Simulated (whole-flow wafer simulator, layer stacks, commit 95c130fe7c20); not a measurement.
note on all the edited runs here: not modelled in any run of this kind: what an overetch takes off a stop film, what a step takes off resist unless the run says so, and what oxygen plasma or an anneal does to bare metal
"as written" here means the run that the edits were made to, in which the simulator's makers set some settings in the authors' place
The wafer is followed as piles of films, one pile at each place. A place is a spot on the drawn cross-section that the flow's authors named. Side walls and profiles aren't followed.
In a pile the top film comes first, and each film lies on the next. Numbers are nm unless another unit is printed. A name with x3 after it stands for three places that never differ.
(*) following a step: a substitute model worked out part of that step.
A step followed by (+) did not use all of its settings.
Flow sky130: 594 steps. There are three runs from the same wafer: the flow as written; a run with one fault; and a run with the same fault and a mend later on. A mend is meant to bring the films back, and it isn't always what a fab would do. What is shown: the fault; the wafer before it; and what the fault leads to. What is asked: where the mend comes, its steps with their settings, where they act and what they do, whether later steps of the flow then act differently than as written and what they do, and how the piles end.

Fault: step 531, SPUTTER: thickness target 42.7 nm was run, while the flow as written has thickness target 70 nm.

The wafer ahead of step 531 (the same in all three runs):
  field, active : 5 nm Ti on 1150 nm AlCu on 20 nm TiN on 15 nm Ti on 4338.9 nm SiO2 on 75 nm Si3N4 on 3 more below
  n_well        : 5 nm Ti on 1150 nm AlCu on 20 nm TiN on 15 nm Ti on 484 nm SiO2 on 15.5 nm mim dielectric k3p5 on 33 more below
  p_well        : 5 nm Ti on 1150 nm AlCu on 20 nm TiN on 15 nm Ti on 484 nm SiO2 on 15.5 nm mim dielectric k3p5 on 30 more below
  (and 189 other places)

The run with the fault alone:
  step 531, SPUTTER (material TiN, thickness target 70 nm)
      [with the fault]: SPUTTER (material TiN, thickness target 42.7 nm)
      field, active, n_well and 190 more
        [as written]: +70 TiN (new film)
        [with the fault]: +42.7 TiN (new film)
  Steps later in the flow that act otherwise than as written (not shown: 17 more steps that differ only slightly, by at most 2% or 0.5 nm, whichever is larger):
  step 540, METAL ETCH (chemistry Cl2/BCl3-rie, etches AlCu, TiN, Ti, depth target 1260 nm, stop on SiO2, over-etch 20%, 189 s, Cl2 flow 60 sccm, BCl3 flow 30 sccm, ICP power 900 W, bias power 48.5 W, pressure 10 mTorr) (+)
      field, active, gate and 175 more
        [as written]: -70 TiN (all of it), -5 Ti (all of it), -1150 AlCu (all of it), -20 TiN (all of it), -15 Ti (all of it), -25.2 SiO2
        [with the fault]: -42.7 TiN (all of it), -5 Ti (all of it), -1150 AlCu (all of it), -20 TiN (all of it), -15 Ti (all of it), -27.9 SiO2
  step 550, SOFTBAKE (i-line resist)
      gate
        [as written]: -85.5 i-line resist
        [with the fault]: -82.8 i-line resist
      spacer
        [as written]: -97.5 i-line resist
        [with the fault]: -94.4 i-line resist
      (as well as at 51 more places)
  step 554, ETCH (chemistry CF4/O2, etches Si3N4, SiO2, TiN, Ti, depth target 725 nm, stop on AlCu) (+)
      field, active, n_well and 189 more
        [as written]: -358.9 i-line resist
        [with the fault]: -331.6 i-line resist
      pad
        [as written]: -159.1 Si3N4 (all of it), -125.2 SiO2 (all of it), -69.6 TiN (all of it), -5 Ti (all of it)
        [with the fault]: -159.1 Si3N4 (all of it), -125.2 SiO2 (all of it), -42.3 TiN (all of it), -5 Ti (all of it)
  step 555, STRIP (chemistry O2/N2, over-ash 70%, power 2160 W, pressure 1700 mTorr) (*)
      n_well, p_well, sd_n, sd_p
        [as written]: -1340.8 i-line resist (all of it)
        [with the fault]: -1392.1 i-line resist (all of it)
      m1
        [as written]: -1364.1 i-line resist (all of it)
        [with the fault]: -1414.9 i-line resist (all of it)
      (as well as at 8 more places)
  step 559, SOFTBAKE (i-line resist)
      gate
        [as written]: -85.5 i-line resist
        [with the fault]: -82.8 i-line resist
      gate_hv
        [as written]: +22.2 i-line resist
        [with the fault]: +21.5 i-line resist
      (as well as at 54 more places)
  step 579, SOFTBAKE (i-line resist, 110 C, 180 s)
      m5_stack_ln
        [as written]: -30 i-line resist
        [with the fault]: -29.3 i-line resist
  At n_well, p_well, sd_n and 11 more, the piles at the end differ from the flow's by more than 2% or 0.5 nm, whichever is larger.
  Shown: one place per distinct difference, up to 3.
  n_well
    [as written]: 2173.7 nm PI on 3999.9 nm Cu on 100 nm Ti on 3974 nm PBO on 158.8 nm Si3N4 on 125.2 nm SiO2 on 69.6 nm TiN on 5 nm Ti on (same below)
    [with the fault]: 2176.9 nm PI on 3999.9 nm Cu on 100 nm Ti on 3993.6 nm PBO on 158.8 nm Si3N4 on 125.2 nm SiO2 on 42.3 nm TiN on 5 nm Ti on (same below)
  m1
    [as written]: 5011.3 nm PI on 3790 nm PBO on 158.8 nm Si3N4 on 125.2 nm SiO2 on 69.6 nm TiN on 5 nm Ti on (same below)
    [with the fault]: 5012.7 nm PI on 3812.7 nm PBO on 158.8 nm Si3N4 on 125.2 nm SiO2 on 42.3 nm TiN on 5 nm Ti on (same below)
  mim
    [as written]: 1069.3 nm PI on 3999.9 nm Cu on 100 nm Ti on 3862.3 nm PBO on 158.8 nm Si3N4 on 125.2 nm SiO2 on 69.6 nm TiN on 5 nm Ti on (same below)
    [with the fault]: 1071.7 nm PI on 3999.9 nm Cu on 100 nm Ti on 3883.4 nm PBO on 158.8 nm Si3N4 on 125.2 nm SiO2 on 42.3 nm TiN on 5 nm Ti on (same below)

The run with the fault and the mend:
  After step 538 comes the mend.
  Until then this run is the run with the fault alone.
  step 538a, STRIP (chemistry O2/N2, power 2160 W, pressure 1700 mTorr) (*)
      n_well, p_well, sd_n and 9 more
        -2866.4 resist (all of it)
      m1, via4_hole
        -2868.5 resist (all of it)
      via4_enc
        -2866.3 resist (all of it)
  step 538b, SPUTTER (material TiN, thickness target 27.3 nm) (the flow's step 531, run once more with other settings)
      field, active, n_well and 190 more
        +27.3 TiN
  step 538c, HMDS (120 C, 60 s) (the flow's step 533, run once more)
      alters no film at any place that is followed
  step 538d, COAT (resist, thickness 2930 nm) (the flow's step 534, run once more)
      n_well, p_well, gate_hv and 172 more
        +2930 resist (new film)
      field, active, gate and 13 more
        +2929.9 resist (new film)
      m1, via4_hole
        +2932.1 resist (new film)
  step 538e, SOFTBAKE (resist) (the flow's step 535, run once more)
      field, active, gate, spacer, m1, sonos_cell, sonos_guard, sonos_guard_hv
        +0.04 resist
      nwell_res
        +0.03 resist
      pplus_nw
        +0.02 resist
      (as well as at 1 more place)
  step 538f, EXPOSE (photomask MM5, dose 309.9 mJ/cm2, NA 0.6, wavelength 365 nm) (*) (the flow's step 536, run once more)
      alters no film at any place that is followed
  step 538g, PEB (resist, 70.3 s) (the flow's step 537, run once more)
      field, active, n_well and 188 more
        -63.6 resist
      m1, via4_hole
        -63.7 resist
  step 538h, DEVELOP (resist, thickness 2930 nm, developer TMAH-0.26N, 60 s) (the flow's step 538, run once more)
      field, active, gate and 168 more
        -2866.4 resist (all of it)
      via1_hole, via1_enc, via2_hole, via2_enc, via3_hole, via3_enc, via_li1
        -2866.3 resist (all of it)
  Later steps of the flow that are run all act as written at every place that is followed.
  The piles end the same as the flow's at every place that both follow.
